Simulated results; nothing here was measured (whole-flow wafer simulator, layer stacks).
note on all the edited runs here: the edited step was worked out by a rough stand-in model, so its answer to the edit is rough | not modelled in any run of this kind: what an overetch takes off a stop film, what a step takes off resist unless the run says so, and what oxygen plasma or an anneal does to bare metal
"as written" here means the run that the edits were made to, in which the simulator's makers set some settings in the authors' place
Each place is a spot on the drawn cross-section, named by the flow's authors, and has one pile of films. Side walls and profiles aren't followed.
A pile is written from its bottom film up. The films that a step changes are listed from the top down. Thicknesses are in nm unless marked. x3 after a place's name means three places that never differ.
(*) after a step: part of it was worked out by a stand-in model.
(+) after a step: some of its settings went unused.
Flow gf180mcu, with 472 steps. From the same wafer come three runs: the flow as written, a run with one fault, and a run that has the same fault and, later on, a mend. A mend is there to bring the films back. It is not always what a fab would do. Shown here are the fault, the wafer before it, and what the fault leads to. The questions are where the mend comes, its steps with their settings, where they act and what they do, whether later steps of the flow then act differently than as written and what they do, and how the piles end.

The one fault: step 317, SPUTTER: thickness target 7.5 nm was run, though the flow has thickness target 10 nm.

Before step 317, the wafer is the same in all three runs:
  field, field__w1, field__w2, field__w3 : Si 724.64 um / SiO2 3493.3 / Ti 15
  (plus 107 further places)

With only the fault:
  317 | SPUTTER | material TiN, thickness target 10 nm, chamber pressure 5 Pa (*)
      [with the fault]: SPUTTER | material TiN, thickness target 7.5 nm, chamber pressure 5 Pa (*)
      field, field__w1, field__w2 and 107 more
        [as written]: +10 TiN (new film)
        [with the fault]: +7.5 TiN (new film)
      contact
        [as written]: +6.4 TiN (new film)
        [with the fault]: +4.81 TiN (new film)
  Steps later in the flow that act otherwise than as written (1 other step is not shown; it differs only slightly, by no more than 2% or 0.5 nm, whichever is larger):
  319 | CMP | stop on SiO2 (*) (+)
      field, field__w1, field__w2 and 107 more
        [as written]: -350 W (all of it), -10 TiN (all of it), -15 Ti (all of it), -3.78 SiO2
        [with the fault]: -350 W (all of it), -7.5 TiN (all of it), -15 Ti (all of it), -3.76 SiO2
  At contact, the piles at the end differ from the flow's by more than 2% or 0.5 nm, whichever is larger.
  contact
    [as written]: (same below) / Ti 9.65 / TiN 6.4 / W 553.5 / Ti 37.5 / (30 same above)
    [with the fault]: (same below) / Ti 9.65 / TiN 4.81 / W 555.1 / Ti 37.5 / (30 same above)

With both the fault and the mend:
  The mend follows step 317.
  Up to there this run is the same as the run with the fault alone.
  317a | SPUTTER | material TiN, thickness target 2.5 nm, chamber pressure 5 Pa (*) (the flow's step 317 again, with other settings)
      field, field__w1, field__w2 and 107 more
        +2.5 TiN
      contact
        +1.6 TiN
  None of the later steps of the flow acts differently than as written at any place that is followed.
  The piles end the same as the flow's at every place that both follow.
